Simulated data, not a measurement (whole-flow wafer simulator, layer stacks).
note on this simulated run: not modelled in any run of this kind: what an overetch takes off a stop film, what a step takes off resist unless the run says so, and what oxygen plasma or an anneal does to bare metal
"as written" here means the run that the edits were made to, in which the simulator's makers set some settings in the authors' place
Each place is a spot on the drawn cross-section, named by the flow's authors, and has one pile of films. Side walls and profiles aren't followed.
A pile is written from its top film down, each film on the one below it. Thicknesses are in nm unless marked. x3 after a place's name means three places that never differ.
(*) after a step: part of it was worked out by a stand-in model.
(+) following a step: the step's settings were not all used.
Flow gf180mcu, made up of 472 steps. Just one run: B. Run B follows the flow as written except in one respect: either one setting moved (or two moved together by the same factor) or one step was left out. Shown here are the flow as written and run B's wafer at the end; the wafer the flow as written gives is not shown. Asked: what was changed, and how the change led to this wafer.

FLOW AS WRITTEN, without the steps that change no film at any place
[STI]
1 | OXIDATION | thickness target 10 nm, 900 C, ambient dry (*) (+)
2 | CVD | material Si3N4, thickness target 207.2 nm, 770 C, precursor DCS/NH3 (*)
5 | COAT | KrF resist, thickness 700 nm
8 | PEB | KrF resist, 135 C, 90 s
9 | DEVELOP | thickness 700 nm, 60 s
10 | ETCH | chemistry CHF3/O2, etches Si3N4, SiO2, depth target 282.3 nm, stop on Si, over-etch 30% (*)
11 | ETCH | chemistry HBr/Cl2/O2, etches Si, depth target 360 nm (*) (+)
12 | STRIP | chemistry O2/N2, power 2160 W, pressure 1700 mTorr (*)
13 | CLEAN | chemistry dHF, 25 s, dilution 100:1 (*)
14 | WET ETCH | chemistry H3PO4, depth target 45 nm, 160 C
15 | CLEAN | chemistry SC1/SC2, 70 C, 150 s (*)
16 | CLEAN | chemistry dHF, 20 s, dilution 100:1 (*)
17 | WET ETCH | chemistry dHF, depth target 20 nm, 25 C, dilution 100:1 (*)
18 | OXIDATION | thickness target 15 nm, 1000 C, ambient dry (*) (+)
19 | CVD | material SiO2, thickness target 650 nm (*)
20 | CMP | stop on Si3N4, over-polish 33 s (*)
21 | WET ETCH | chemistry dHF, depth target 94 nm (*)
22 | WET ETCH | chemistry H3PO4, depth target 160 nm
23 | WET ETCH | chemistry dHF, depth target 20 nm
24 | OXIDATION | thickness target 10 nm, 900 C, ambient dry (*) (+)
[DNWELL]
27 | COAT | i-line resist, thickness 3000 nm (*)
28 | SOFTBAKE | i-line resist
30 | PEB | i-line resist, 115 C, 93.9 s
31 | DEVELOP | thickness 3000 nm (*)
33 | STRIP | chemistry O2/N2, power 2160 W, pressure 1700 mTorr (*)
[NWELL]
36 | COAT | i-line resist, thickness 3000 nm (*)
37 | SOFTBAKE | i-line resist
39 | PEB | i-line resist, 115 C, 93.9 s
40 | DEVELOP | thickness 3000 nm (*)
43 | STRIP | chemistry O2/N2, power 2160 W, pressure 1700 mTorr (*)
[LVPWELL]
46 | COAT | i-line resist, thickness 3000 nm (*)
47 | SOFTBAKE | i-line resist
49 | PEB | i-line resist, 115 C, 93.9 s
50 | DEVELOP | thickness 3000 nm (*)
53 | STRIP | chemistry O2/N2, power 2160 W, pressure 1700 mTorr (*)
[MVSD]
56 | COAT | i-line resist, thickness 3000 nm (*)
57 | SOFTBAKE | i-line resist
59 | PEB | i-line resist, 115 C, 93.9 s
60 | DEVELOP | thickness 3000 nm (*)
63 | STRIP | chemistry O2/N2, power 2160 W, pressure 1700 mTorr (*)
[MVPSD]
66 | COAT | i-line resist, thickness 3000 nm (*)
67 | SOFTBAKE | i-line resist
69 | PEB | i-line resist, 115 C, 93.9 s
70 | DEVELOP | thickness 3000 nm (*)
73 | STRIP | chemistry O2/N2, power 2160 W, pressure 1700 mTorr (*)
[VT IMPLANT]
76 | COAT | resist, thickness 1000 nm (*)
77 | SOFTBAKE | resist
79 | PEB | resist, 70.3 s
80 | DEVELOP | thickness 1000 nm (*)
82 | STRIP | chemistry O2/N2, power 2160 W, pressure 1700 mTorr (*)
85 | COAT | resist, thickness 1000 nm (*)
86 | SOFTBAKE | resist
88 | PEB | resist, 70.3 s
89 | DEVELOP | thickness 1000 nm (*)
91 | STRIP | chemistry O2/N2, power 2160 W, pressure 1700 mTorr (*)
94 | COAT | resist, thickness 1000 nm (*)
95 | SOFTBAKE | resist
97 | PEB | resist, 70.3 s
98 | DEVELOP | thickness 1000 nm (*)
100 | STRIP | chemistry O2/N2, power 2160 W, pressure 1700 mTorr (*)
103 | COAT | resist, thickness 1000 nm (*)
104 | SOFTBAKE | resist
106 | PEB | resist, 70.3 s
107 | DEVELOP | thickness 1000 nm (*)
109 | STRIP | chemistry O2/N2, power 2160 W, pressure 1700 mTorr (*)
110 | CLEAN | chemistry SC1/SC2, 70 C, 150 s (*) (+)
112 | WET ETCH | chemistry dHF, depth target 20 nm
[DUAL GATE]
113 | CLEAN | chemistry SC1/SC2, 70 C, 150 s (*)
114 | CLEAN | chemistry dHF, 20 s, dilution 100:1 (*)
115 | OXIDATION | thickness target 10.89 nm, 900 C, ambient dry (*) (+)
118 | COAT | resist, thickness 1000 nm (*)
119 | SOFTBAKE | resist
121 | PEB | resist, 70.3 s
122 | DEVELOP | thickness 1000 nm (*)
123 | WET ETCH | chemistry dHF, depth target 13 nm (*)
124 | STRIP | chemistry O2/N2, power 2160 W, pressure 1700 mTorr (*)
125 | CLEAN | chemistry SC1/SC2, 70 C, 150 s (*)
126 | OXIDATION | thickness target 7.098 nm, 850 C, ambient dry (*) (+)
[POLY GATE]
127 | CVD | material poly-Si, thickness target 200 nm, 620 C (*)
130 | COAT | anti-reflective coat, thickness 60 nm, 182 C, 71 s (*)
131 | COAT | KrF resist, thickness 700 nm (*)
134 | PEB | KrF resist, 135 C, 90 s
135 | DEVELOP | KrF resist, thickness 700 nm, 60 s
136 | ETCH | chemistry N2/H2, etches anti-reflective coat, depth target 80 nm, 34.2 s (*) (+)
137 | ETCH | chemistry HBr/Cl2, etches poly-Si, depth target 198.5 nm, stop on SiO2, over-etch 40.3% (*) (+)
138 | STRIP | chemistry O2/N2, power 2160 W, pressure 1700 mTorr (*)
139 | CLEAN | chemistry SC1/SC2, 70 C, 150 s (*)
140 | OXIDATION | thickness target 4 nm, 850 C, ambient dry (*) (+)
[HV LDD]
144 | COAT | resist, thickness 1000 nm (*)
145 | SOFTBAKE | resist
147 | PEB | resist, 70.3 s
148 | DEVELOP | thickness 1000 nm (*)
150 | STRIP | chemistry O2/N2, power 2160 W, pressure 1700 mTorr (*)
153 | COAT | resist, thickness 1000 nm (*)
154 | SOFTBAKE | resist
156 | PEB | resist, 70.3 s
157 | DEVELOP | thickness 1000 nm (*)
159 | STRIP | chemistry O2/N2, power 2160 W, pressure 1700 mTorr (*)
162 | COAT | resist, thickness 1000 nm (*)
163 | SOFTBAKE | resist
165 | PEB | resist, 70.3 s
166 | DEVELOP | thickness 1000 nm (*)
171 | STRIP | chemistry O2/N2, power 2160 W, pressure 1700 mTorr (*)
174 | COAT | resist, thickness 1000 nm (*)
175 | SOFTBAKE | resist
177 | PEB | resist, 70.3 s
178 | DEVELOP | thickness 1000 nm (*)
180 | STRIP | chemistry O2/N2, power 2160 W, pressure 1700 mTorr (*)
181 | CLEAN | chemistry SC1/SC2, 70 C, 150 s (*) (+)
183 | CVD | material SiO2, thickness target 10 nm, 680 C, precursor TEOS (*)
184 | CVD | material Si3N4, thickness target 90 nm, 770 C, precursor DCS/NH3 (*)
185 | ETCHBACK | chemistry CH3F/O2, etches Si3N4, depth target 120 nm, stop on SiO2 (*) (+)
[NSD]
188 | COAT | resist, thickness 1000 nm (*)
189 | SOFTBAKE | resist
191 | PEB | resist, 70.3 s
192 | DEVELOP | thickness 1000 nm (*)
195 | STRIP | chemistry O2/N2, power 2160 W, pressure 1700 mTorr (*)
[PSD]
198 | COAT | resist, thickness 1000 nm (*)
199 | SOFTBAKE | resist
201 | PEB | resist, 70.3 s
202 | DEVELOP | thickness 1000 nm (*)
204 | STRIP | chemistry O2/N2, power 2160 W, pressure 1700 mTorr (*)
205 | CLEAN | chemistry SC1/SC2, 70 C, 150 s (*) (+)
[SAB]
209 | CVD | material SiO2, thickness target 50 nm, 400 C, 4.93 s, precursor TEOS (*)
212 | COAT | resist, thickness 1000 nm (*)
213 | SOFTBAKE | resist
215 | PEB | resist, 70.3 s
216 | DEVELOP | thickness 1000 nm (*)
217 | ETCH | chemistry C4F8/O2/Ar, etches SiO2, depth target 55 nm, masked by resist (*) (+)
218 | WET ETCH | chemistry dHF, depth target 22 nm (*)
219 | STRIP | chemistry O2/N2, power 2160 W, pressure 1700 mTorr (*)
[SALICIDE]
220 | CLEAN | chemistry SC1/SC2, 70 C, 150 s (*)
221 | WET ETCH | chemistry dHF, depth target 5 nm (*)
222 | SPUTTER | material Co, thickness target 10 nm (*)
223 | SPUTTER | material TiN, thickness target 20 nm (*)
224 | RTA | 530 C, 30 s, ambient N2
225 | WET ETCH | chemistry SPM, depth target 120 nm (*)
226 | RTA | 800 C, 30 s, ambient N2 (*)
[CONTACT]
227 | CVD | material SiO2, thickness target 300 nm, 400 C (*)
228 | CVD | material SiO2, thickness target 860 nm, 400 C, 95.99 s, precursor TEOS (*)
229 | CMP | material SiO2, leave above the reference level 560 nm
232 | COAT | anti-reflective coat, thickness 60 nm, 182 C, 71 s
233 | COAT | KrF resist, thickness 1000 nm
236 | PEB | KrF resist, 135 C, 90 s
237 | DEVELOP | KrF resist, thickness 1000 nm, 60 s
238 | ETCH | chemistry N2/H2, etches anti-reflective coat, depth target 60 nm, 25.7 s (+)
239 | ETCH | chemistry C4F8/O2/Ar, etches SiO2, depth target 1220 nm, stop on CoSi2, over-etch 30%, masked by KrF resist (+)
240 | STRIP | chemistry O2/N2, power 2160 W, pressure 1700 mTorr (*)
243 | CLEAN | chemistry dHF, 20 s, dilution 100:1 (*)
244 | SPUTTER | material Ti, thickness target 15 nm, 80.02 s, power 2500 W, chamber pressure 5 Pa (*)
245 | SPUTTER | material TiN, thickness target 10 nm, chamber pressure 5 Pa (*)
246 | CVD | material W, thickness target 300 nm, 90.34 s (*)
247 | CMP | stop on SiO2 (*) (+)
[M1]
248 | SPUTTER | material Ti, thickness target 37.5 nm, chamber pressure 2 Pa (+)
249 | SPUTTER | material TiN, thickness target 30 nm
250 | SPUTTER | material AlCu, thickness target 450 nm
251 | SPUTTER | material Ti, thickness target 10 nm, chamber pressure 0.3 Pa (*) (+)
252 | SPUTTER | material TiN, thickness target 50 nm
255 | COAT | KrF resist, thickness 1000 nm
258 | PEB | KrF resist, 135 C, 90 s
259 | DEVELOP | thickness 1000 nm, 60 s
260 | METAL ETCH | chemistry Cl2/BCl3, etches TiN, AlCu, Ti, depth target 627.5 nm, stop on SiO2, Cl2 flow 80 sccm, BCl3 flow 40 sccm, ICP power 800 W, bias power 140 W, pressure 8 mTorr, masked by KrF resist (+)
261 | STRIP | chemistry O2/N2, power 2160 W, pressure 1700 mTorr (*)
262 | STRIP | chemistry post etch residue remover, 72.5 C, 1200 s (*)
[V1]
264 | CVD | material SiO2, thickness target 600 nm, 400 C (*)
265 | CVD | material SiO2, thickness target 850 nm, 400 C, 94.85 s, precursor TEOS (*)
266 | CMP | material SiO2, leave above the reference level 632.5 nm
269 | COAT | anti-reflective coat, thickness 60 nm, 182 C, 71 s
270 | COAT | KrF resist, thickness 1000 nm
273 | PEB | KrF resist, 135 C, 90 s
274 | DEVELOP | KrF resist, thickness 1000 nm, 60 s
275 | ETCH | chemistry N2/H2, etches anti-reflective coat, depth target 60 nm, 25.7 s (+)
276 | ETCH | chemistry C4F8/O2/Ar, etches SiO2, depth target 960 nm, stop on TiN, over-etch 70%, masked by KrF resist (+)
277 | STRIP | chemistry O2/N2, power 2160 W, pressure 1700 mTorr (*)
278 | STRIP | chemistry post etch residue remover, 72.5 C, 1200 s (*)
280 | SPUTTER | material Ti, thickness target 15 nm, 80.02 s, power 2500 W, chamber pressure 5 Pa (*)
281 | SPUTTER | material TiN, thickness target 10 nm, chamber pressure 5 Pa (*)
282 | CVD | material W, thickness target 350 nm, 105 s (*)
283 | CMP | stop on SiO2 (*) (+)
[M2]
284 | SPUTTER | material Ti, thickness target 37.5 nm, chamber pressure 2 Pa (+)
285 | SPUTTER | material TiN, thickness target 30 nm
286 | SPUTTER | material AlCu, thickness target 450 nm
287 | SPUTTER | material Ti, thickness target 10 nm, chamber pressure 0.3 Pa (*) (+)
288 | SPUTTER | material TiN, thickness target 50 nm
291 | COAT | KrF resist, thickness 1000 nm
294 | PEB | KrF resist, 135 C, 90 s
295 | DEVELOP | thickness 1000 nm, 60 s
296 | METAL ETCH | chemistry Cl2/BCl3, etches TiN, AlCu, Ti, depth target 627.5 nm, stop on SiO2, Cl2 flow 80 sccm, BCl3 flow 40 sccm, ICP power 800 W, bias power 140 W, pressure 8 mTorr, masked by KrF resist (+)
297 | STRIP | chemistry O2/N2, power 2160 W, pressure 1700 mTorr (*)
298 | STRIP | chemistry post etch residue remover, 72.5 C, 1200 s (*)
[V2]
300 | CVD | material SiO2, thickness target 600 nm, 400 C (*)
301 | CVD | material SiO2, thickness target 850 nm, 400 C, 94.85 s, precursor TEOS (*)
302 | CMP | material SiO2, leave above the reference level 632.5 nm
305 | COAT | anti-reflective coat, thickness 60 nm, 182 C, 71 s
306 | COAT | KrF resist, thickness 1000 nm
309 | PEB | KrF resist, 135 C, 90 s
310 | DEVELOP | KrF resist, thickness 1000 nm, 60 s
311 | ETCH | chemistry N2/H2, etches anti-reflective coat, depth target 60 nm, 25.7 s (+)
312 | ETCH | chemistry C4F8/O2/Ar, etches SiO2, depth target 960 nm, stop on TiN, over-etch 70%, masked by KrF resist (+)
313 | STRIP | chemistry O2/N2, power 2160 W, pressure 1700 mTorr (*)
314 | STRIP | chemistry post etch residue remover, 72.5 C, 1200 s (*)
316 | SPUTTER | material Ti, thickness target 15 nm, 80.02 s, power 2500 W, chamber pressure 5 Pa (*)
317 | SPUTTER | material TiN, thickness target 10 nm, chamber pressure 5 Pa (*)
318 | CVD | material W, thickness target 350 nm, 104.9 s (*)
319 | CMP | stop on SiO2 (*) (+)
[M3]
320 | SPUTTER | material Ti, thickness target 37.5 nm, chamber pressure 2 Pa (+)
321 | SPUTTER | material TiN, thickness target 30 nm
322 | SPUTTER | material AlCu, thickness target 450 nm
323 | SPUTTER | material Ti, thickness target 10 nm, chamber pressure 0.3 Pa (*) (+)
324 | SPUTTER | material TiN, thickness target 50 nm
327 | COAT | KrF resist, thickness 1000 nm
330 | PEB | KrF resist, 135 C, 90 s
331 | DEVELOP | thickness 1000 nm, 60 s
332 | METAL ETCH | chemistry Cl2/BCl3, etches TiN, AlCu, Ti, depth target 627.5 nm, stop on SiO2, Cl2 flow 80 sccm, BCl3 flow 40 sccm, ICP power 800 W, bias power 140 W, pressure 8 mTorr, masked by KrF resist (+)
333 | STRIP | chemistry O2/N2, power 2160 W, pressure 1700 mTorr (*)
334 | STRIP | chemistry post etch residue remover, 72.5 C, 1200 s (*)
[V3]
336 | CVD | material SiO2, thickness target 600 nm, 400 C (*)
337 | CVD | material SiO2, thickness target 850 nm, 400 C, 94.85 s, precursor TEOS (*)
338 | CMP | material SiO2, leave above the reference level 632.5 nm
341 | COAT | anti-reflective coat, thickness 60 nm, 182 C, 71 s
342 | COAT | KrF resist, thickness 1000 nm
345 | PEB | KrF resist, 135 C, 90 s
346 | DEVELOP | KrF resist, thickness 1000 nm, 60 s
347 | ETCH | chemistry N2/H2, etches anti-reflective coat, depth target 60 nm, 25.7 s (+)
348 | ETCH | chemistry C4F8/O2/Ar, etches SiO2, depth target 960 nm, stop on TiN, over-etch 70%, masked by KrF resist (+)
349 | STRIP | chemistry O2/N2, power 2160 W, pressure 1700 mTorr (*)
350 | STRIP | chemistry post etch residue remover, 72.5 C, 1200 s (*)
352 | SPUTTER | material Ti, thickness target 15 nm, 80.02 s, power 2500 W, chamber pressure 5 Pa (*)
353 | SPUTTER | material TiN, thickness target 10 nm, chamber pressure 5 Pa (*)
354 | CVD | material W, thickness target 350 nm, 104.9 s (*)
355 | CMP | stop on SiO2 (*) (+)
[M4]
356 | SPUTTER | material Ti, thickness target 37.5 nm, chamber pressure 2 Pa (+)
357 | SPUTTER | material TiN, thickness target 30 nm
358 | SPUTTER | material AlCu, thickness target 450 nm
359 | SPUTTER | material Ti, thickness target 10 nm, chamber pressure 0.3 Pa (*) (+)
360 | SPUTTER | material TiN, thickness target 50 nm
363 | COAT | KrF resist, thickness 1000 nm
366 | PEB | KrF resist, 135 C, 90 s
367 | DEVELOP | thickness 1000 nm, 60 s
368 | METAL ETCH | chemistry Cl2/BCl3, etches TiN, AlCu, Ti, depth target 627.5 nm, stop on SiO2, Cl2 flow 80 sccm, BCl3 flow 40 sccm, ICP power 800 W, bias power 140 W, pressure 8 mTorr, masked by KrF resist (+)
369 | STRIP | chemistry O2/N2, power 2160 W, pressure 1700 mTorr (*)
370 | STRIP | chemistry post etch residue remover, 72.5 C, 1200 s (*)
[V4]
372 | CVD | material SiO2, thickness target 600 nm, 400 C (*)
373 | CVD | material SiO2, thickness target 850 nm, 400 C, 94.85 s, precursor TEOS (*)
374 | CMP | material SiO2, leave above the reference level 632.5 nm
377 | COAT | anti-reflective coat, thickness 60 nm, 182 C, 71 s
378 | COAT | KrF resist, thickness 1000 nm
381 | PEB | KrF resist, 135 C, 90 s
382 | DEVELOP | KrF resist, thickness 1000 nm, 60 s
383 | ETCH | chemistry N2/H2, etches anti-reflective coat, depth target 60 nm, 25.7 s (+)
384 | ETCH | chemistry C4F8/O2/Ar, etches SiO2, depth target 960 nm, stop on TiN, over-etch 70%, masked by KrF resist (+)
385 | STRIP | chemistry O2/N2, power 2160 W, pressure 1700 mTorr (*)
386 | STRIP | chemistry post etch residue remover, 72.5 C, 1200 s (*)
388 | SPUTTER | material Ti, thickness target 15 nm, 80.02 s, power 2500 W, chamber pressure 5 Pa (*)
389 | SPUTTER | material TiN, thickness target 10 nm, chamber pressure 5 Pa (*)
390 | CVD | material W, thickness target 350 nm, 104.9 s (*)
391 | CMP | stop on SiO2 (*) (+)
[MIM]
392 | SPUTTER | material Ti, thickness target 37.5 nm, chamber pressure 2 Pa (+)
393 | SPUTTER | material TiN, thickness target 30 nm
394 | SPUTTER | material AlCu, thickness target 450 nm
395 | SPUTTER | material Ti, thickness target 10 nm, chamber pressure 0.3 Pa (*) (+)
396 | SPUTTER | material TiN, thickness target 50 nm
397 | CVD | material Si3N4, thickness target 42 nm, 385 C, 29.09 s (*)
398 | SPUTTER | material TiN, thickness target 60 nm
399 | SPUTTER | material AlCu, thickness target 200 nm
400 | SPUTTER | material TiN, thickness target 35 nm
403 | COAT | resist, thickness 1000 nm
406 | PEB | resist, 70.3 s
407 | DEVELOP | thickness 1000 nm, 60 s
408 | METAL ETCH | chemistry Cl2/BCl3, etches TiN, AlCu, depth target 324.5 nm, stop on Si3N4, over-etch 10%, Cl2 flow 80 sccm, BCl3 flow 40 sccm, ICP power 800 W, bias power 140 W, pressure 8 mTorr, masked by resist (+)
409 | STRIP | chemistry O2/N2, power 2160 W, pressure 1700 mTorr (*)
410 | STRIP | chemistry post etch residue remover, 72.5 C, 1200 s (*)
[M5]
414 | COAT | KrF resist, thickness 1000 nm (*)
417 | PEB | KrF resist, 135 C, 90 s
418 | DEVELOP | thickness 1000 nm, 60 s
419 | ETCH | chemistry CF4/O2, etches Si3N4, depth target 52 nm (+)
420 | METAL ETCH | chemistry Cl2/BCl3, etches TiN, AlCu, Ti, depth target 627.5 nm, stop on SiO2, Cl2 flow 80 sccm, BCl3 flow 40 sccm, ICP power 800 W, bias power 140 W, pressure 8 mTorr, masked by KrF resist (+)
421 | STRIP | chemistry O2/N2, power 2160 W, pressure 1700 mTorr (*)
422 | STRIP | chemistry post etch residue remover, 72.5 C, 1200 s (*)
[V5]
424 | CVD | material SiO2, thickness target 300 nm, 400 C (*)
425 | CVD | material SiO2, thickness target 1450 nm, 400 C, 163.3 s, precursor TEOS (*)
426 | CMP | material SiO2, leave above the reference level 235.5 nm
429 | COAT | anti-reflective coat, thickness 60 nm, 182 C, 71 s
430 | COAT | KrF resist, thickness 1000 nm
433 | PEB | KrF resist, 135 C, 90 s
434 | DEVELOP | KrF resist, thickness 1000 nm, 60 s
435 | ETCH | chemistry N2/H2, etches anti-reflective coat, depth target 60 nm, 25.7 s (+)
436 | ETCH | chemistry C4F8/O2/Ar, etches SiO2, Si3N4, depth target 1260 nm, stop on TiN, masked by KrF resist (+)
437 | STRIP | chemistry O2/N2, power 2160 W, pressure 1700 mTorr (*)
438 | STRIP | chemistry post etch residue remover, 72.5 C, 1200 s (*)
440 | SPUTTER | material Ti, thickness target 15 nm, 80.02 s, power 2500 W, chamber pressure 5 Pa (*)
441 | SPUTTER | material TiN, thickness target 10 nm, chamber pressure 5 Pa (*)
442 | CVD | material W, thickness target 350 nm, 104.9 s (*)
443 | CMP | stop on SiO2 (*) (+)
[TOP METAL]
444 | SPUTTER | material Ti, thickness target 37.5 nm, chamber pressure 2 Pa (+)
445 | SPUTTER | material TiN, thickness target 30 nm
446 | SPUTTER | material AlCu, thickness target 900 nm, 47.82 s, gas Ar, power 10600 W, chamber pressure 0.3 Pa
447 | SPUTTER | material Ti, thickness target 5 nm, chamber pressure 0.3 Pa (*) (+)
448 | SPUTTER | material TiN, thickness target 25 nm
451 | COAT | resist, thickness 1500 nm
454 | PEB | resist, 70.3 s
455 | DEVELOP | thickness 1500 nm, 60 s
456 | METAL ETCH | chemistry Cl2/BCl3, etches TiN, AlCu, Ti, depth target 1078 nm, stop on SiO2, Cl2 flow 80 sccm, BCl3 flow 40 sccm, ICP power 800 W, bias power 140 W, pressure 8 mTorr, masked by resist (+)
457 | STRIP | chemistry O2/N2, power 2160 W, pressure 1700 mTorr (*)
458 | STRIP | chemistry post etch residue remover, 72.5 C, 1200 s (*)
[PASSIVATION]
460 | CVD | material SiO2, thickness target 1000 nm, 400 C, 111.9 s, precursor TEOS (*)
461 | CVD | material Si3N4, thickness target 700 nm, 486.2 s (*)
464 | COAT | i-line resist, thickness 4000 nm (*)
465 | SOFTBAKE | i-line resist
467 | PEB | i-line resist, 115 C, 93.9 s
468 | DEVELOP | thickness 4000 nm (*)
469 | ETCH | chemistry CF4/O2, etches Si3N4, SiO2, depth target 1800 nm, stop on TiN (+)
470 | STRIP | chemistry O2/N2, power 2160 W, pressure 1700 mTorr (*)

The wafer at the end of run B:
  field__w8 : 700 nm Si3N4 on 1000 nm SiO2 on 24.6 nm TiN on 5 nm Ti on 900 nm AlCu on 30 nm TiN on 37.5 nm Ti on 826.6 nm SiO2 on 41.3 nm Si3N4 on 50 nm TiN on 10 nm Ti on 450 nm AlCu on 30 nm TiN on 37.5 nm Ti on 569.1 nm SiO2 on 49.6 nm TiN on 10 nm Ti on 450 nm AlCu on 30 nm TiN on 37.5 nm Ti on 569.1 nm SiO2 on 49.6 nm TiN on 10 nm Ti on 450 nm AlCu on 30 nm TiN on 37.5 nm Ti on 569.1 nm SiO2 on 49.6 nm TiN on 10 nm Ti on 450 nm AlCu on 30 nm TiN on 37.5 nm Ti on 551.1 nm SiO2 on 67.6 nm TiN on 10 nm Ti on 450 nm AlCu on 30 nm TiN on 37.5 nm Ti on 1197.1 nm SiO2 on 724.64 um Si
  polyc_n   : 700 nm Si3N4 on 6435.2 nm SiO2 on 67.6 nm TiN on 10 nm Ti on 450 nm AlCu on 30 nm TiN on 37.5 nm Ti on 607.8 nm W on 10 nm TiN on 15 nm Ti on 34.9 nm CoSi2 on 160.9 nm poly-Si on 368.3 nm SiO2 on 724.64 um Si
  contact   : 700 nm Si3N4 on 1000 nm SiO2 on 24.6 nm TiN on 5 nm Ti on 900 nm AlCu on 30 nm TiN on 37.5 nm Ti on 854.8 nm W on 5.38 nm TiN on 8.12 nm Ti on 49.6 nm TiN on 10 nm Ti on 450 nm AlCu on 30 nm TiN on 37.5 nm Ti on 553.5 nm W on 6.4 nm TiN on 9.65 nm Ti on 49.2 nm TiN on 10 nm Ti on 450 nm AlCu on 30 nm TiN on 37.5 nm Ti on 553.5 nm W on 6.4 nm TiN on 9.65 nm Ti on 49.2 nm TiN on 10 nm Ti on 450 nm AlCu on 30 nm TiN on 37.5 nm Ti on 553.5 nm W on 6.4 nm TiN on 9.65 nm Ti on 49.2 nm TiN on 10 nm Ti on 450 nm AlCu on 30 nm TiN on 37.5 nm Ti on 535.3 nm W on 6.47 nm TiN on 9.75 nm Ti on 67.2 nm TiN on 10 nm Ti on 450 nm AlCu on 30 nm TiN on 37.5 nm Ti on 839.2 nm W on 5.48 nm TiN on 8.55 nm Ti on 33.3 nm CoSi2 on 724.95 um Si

Cause: step 252, SPUTTER: thickness target 68 nm was run, though the flow has thickness target 50 nm.

The path from the change to this, step by step:
  252 | SPUTTER | material TiN, thickness target 50 nm
      field, field__w1, field__w2 and 108 more: +68 TiN (new film) (as written it would have been: +50 TiN (new film))
  260 | METAL ETCH | chemistry Cl2/BCl3, etches TiN, AlCu, Ti, depth target 627.5 nm, stop on SiO2, Cl2 flow 80 sccm, BCl3 flow 40 sccm, ICP power 800 W, bias power 140 W, pressure 8 mTorr, masked by KrF resist (+)
      field, field__w1, field__w2 and 99 more: -68 TiN (all of it), -10 Ti (all of it), -450 AlCu (all of it), -30 TiN (all of it), -37.5 Ti (all of it) (as written it would have been: -50 TiN (all of it), -10 Ti (all of it), -450 AlCu (all of it), -30 TiN (all of it), -37.5 Ti (all of it))
  266 | CMP | material SiO2, leave above the reference level 632.5 nm
      field__w8, contact, m1 and 6 more: -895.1 SiO2 (as written it would have been: -877.1 SiO2)
  276 | ETCH | chemistry C4F8/O2/Ar, etches SiO2, depth target 960 nm, stop on TiN, over-etch 70%, masked by KrF resist (+)
      contact: -554.5 SiO2 (all of it) (as written it would have been: -572.5 SiO2 (all of it))
